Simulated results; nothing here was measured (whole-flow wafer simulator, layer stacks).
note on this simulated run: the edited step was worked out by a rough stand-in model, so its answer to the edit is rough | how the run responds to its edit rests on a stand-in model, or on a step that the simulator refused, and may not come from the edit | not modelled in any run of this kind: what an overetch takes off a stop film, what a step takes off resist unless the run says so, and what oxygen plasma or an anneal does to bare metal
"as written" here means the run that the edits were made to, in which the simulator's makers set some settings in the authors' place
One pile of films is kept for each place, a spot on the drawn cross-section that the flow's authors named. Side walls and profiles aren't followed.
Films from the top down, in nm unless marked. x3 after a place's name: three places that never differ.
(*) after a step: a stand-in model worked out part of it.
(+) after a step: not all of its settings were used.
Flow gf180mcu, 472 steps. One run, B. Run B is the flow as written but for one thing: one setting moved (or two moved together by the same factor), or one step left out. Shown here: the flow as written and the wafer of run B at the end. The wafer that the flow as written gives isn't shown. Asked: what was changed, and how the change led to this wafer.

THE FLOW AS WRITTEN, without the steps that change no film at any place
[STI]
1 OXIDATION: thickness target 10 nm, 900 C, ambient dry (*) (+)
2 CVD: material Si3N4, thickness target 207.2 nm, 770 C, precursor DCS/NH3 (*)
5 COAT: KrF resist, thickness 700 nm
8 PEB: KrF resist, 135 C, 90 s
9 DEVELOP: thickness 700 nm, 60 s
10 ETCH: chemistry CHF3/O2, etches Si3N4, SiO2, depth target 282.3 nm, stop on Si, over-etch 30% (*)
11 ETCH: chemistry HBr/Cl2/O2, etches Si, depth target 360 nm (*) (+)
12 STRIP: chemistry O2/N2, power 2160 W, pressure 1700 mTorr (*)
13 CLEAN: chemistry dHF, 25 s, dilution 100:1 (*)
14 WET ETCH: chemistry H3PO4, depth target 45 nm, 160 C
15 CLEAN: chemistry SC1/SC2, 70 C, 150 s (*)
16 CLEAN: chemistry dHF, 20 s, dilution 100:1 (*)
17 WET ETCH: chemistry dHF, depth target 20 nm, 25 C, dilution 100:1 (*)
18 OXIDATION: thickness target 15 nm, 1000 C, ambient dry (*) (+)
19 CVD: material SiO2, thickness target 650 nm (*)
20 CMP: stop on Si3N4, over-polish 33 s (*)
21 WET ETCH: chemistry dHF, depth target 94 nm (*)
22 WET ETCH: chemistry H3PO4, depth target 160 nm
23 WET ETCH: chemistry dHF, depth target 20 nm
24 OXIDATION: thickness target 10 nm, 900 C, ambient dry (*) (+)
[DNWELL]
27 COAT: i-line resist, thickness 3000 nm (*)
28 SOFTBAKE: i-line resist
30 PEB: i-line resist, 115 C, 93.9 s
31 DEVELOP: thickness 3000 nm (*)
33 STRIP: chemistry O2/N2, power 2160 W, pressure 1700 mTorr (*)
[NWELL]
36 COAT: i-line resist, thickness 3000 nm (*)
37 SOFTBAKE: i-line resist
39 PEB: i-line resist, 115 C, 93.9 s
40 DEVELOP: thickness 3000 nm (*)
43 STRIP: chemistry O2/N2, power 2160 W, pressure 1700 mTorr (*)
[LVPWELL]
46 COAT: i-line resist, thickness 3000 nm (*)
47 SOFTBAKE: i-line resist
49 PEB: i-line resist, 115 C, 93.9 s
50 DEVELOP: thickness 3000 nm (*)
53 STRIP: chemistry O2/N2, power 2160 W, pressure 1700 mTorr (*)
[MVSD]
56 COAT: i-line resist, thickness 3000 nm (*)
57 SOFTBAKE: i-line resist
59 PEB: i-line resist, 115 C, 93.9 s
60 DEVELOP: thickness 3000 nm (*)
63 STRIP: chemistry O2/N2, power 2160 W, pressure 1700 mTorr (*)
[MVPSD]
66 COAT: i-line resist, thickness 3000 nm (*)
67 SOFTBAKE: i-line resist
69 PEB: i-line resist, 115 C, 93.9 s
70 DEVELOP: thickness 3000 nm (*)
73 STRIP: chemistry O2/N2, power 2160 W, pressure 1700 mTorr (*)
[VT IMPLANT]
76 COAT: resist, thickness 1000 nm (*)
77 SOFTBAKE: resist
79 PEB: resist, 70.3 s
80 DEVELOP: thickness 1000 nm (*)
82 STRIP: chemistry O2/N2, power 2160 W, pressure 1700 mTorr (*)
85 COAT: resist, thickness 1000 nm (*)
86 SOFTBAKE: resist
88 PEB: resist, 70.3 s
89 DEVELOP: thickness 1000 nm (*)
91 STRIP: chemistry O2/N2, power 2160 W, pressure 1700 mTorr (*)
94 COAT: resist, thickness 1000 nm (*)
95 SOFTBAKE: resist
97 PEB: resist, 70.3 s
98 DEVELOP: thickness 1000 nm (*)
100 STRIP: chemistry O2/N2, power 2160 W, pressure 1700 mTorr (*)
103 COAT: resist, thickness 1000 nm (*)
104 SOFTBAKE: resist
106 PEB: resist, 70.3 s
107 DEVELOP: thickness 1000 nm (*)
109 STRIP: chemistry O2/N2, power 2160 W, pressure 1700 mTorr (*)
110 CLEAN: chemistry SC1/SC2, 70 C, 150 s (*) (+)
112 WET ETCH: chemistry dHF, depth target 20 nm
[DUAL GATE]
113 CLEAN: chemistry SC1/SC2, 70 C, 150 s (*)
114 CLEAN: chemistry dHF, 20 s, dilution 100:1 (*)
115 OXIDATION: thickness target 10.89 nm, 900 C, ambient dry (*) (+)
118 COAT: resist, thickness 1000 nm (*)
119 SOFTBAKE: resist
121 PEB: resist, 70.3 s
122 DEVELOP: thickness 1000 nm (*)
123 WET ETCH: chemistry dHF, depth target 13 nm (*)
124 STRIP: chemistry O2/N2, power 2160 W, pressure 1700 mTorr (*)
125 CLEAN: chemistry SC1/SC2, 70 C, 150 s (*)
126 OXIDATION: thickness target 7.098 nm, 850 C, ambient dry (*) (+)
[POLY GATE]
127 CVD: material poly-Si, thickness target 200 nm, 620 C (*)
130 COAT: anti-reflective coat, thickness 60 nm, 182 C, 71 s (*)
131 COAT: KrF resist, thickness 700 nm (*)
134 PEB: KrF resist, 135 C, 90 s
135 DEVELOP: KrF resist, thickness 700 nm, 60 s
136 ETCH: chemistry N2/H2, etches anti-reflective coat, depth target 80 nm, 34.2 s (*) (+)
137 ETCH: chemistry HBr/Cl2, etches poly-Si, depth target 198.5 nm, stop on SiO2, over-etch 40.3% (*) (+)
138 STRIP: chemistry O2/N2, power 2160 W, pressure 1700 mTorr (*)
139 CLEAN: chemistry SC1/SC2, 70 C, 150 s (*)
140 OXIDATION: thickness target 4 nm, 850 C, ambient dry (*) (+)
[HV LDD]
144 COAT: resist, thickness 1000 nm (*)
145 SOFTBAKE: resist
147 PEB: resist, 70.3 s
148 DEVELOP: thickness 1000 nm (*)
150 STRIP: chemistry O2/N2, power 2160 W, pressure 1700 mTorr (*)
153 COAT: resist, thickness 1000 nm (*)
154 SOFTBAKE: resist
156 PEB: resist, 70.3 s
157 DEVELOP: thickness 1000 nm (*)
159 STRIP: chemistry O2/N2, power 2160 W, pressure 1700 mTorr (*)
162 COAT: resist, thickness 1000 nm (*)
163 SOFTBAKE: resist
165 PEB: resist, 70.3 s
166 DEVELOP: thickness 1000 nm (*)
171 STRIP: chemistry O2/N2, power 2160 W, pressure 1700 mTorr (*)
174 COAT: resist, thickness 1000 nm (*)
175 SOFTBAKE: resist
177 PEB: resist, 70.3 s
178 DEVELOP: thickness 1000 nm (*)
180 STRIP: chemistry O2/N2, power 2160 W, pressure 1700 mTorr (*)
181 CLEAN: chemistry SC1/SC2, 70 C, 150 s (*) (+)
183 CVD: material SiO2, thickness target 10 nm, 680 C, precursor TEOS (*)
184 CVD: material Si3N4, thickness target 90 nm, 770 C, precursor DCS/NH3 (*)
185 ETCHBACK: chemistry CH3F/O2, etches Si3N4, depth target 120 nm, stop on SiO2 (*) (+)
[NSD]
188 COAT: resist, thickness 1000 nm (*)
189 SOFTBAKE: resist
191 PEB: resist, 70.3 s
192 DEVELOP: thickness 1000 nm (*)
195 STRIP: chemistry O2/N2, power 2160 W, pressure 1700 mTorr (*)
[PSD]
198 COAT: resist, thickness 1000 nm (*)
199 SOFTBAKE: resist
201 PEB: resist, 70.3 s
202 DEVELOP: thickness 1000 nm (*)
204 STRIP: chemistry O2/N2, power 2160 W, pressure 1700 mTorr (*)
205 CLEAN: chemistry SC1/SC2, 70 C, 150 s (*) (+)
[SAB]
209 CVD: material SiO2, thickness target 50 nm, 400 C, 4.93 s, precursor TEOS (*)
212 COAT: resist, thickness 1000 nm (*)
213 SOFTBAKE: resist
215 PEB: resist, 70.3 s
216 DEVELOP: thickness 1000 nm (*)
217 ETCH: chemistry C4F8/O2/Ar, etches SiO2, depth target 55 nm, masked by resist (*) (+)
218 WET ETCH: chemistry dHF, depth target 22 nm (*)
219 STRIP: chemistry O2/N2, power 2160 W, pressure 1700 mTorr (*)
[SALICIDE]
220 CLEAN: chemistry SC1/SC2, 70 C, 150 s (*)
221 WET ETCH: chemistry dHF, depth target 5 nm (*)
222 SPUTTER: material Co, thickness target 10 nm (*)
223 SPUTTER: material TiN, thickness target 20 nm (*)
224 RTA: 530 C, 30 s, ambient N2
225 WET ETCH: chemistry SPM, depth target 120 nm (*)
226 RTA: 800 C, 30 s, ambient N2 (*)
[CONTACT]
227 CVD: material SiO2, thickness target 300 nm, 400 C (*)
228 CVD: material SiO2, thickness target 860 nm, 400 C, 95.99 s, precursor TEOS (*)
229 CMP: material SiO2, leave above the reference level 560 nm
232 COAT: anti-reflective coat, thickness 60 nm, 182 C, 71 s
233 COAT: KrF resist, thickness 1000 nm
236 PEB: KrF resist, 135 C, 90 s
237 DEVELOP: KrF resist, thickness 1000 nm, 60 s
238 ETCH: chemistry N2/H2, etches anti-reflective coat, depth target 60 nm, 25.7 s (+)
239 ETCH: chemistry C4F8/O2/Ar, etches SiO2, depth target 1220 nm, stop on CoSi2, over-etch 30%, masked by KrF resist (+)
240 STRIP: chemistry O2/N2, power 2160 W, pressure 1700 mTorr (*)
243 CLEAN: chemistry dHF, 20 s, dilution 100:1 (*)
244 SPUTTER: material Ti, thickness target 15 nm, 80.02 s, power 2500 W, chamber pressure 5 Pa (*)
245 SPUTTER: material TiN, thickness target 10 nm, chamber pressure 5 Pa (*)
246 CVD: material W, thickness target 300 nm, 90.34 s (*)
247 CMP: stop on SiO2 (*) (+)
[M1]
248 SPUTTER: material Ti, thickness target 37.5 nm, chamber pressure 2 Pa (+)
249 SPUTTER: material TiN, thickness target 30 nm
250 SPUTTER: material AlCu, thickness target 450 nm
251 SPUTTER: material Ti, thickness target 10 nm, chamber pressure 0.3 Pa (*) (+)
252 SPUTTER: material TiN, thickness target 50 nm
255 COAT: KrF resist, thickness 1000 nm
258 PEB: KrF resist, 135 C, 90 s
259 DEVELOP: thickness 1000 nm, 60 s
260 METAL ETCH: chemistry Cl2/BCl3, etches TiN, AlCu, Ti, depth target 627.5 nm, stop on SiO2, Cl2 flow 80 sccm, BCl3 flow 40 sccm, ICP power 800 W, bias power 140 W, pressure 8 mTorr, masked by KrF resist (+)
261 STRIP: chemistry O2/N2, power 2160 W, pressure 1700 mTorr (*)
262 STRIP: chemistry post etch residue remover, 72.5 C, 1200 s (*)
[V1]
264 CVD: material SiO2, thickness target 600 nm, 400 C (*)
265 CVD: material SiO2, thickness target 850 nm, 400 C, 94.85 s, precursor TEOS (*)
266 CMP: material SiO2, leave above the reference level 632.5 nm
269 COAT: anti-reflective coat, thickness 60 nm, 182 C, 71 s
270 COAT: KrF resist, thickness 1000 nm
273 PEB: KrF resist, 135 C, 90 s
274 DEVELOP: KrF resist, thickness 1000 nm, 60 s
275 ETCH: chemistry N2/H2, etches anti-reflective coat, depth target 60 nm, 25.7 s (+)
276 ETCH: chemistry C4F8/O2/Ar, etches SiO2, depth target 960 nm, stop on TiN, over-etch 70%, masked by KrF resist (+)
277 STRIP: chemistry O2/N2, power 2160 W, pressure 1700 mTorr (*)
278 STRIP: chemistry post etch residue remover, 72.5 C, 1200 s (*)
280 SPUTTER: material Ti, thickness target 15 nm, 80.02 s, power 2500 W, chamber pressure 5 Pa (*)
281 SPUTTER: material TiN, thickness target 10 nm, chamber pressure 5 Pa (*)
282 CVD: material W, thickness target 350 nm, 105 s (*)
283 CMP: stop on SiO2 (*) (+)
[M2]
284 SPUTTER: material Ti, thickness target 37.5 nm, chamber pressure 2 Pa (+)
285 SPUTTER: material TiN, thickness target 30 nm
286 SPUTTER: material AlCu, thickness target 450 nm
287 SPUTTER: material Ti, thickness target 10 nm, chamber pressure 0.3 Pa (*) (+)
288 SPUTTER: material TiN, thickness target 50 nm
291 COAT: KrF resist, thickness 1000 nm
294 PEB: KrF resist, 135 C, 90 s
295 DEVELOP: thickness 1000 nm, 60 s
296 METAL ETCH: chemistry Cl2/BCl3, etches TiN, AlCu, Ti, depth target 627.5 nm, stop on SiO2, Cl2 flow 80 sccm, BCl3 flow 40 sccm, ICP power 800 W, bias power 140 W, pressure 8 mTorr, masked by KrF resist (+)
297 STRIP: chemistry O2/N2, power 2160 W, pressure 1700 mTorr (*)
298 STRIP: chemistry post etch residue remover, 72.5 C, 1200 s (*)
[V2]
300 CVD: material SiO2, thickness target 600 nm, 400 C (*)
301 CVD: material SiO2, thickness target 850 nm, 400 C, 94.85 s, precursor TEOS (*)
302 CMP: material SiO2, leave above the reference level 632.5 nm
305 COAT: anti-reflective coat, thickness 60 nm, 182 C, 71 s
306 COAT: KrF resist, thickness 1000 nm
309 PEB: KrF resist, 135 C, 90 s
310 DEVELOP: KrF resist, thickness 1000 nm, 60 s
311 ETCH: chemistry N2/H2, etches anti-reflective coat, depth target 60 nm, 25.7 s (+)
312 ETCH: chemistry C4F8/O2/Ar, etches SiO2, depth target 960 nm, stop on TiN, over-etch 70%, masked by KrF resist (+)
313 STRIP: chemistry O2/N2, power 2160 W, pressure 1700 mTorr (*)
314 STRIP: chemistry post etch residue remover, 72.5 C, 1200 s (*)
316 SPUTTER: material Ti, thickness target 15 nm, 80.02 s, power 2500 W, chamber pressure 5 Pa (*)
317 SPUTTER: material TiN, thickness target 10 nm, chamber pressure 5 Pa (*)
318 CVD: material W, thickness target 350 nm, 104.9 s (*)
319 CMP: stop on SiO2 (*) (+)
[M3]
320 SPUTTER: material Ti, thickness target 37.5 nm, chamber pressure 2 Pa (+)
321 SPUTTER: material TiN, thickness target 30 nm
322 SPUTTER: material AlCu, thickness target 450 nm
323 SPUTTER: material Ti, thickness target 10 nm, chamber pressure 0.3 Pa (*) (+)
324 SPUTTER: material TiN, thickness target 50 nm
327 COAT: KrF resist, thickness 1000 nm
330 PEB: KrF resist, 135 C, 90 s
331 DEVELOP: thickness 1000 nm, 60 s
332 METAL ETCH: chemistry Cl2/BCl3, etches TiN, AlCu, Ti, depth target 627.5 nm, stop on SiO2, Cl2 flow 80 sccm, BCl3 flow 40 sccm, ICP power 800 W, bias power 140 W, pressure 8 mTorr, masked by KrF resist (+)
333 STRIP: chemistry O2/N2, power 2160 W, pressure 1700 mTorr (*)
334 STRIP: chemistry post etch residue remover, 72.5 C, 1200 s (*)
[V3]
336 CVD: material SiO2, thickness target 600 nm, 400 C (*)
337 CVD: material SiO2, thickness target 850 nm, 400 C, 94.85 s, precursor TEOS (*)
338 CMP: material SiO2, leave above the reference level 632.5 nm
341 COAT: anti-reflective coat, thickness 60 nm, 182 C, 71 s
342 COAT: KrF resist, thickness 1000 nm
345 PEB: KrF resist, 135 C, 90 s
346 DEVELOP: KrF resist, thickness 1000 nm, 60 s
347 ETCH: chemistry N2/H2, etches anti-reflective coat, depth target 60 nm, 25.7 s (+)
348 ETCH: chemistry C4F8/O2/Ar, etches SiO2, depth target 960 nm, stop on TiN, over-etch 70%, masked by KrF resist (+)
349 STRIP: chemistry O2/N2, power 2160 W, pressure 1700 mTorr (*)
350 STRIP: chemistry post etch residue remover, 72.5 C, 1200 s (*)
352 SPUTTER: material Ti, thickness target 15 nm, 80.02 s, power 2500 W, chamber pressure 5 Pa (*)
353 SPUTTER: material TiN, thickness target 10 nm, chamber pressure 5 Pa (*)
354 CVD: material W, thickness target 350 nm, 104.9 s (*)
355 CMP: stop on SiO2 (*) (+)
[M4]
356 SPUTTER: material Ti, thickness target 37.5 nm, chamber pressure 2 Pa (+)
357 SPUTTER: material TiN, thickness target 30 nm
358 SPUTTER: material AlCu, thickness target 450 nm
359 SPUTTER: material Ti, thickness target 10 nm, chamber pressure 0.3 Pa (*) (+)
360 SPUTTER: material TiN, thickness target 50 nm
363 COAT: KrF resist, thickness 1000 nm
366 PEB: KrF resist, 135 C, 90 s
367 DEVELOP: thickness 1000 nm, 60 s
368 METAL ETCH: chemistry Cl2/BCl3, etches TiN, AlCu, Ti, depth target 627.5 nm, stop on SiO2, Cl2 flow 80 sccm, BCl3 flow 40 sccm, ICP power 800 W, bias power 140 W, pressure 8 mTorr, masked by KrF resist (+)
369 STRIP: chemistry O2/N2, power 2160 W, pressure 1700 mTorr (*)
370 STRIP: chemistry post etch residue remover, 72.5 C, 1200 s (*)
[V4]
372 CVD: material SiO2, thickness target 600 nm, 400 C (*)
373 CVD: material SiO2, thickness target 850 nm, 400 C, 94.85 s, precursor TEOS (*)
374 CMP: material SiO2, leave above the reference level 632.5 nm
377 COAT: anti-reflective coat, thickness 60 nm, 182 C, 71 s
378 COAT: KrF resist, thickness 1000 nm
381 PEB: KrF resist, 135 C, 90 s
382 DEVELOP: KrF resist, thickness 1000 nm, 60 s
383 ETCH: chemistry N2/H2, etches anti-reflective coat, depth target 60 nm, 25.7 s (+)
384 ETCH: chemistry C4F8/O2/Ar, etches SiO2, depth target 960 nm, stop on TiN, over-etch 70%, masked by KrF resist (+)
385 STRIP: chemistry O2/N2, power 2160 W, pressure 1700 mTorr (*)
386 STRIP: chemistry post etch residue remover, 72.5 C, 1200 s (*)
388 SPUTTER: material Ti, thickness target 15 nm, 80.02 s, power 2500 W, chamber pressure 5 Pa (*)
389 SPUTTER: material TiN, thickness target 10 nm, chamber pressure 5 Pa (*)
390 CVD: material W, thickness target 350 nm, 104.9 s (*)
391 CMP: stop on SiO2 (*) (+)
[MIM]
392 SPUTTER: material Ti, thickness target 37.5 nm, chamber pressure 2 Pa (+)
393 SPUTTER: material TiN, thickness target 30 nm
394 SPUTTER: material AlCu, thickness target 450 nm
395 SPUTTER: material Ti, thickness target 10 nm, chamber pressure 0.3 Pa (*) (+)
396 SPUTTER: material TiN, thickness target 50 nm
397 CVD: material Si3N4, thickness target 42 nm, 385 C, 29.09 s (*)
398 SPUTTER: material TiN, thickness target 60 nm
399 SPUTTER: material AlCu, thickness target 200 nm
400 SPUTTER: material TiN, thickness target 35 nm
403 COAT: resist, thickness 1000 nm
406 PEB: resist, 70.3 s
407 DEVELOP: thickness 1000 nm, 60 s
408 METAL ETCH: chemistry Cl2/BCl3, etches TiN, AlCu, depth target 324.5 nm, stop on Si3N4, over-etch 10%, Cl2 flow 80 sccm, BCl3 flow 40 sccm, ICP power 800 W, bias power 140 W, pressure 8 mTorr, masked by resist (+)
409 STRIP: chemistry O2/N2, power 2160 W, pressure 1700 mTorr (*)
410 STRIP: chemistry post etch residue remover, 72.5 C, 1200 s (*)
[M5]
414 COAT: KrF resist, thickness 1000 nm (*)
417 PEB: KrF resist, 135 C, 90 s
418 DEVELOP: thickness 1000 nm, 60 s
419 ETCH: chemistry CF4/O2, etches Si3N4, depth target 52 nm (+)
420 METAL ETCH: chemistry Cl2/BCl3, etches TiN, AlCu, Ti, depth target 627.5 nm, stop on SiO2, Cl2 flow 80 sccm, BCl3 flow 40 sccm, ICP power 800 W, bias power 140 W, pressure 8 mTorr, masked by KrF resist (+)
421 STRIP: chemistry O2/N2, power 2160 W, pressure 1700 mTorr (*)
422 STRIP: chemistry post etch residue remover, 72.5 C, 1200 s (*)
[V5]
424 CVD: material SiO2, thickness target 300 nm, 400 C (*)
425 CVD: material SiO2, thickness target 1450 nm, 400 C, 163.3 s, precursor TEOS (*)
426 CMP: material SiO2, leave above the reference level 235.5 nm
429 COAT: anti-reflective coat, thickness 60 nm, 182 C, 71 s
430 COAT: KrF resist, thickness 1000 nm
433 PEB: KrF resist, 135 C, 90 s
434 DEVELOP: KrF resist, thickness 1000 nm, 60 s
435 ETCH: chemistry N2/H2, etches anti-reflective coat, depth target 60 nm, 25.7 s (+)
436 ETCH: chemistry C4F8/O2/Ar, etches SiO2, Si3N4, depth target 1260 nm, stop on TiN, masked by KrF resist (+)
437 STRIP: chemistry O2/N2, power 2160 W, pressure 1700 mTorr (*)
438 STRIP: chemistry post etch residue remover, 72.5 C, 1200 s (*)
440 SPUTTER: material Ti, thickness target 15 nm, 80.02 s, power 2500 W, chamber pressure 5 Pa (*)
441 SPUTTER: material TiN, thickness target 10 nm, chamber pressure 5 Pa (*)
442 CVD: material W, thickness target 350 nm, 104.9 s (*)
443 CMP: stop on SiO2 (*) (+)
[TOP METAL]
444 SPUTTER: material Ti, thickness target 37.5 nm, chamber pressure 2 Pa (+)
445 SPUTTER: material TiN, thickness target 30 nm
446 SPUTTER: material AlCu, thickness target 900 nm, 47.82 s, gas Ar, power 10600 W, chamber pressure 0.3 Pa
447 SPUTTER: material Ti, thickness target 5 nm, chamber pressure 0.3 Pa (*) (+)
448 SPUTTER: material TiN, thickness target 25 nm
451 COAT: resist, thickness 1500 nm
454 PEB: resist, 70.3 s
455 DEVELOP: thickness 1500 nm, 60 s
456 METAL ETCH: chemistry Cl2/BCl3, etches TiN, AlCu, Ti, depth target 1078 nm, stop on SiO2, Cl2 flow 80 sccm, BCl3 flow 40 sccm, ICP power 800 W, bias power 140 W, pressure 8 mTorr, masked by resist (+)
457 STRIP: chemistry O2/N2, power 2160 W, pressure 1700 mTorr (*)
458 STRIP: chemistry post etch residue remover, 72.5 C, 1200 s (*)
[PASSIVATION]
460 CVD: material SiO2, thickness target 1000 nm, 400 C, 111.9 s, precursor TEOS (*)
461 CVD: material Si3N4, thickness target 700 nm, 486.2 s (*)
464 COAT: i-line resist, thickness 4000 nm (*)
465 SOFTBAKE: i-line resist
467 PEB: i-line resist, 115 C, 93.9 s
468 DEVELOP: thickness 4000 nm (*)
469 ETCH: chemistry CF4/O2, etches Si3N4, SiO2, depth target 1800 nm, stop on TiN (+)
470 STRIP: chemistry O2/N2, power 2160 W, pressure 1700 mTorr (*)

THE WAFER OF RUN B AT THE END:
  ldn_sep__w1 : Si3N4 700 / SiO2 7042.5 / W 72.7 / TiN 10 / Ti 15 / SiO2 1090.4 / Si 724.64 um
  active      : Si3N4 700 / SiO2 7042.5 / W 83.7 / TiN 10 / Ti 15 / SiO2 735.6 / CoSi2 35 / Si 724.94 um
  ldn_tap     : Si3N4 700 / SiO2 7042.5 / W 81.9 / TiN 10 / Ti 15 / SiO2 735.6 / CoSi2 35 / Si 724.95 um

The cause: step 228, CVD: thickness target 430 nm was run, where the flow has thickness target 860 nm; step 228, CVD: 48 s was run, where the flow has 95.99 s.

How the change led to this, step by step:
  228 CVD: material SiO2, thickness target 860 nm, 400 C, 95.99 s, precursor TEOS (*)
      field, field__w7, field__w8 and 70 more: SiO2 +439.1 (as written it would be: SiO2 +860)
      field__w3, field__w12: SiO2 +415.9 (as written it would be: SiO2 +807.3)
      (and at 36 more places)
  229 CMP: material SiO2, leave above the reference level 560 nm
      ldn_sep__w1, ldn_sep__w2, ldn_dft and 8 more: nothing (as written it would be: SiO2 -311)
      active, p_well, sd_n, iso_ptap_pw, iso_ntap_nw, iso_ptap_sub, vpnp_e: nothing (as written it would be: SiO2 -299.9)
      (and at 93 more places)
  232 COAT: anti-reflective coat, thickness 60 nm, 182 C, 71 s
      field__w13, active_hv, ldn_tap: anti-reflective coat +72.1 (new film) (as written it would be: anti-reflective coat +60 (new film))
      field__w10, ld_drift_p: anti-reflective coat +122.5 (new film) (as written it would be: anti-reflective coat +60 (new film))
      (and at 94 more places)
  233 COAT: KrF resist, thickness 1000 nm
      gate_p_hv, gate_p_hv5: KrF resist +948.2 (new film) (as written it would be: KrF resist +1000 (new film))
      field: KrF resist +1021.5 (new film) (as written it would be: KrF resist +1000 (new film))
      (and at 56 more places)
  236 PEB: KrF resist, 135 C, 90 s
      gate_p_hv, ppoly_sal, gate_p_hv5: KrF resist -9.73 (as written it would be: KrF resist -10.5)
      field_sub, field_sub__w1: KrF resist -11.4 (as written it would be: KrF resist -10.5)
      (and at 15 more places)
  237 DEVELOP: KrF resist, thickness 1000 nm, 60 s
      contact: KrF resist -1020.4 (all of it) (as written it would be: KrF resist -989.5 (all of it))
      polyc_n: KrF resist -944.2 (all of it) (as written it would be: KrF resist -989.5 (all of it))
      (and at 1 more place)
  238 ETCH: chemistry N2/H2, etches anti-reflective coat, depth target 60 nm, 25.7 s (+)
      polyc_n: anti-reflective coat -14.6 (all of it), SiO2 -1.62 (as written it would be: anti-reflective coat -60 (all of it), SiO2 -0.46)
      polyc_p: anti-reflective coat -14.5 (all of it), SiO2 -1.63 (as written it would be: anti-reflective coat -60 (all of it), SiO2 -0.46)
  239 ETCH: chemistry C4F8/O2/Ar, etches SiO2, depth target 1220 nm, stop on CoSi2, over-etch 30%, masked by KrF resist (+)
      field, field__w1, field__w2 and 105 more: KrF resist -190 (as written it would be: KrF resist -223.5)
      contact: SiO2 -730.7 (all of it) (as written it would be: SiO2 -859.5 (all of it))
  240 STRIP: chemistry O2/N2, power 2160 W, pressure 1700 mTorr (*)
      sti, mim_1p0, pad, dice_street: KrF resist -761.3 (all of it), anti-reflective coat -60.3 (all of it) (as written it would be: KrF resist -707.7 (all of it), anti-reflective coat -60 (all of it))
      p_well, sd_n: KrF resist -761.3 (all of it), anti-reflective coat -57.2 (all of it) (as written it would be: KrF resist -707.7 (all of it), anti-reflective coat -60 (all of it))
      (and at 102 more places)
  244 SPUTTER: material Ti, thickness target 15 nm, 80.02 s, power 2500 W, chamber pressure 5 Pa (*)
      mim, ld_sd_n, ld_sd_p: Ti +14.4 (new film) (as written it would be: Ti +15 (new film))
      field__w3: Ti +14.3 (new film) (as written it would be: Ti +15 (new film))
      (and at 4 more places)
  245 SPUTTER: material TiN, thickness target 10 nm, chamber pressure 5 Pa (*)
      field__w12: TiN +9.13 (new film) (as written it would be: TiN +10 (new film))
      ld_drift_n: TiN +9.17 (new film) (as written it would be: TiN +10 (new film))
      (and at 1 more place)
  246 CVD: material W, thickness target 300 nm, 90.34 s (*)
      contact: W +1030 (new film) (as written it would be: W +1167.5 (new film))
  247 CMP: stop on SiO2 (*) (+)
      gate, gate_hv, gate_p and 23 more: W -300 (all of it), TiN -10 (all of it), Ti -15 (all of it) (as written it would be: W -300 (all of it), TiN -10 (all of it), Ti -15 (all of it), SiO2 -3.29)
      ldn_sep__w1, ldn_sep__w2, ldn_dft and 8 more: W -215.1 (as written it would be: W -300 (all of it), TiN -10 (all of it), Ti -15 (all of it), SiO2 -3.29)
      (and at 72 more places)
  260 METAL ETCH: chemistry Cl2/BCl3, etches TiN, AlCu, Ti, depth target 627.5 nm, stop on SiO2, Cl2 flow 80 sccm, BCl3 flow 40 sccm, ICP power 800 W, bias power 140 W, pressure 8 mTorr, masked by KrF resist (+)
      field, field__w1, field__w2 and 74 more: TiN -50 (all of it), Ti -10 (all of it), AlCu -450 (all of it), TiN -30 (all of it), Ti -37.5 (all of it), W -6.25 (as written it would be: TiN -50 (all of it), Ti -10 (all of it), AlCu -450 (all of it), TiN -30 (all of it), Ti -37.5 (all of it))
      spacer: TiN -50 (all of it), Ti -10 (all of it), AlCu -450 (all of it), TiN -30 (all of it), Ti -37.5 (all of it), TiN -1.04 (all of it), Ti -15 (all of it) (as written it would be: TiN -50 (all of it), Ti -10 (all of it), AlCu -450 (all of it), TiN -30 (all of it), Ti -37.5 (all of it))
  262 STRIP: chemistry post etch residue remover, 72.5 C, 1200 s (*)
      field, field__w1, field__w2 and 74 more: W -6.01 (as written it would be: nothing)
  264 CVD: material SiO2, thickness target 600 nm, 400 C (*)
      field, field__w1, field__w2 and 74 more: SiO2 +600 (new film) (as written it would be: SiO2 +600)
  266 CMP: material SiO2, leave above the reference level 632.5 nm
      field, field__w1, field__w2 and 74 more: SiO2 -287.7 (as written it would be: SiO2 -300)
      spacer: SiO2 -284 (as written it would be: SiO2 -300)
Counting metal films that touch as one body, ldn_sep__w1 has 1 body; the flow as written gives 0 bodies.
Counting metal films that touch as one body, active has 2 bodies (between them, from the top down: SiO2 735.6); the flow as written gives 1 body.
Counting metal films that touch as one body, ldn_tap has 2 bodies (between them, from the top down: SiO2 735.6); the flow as written gives 1 body.
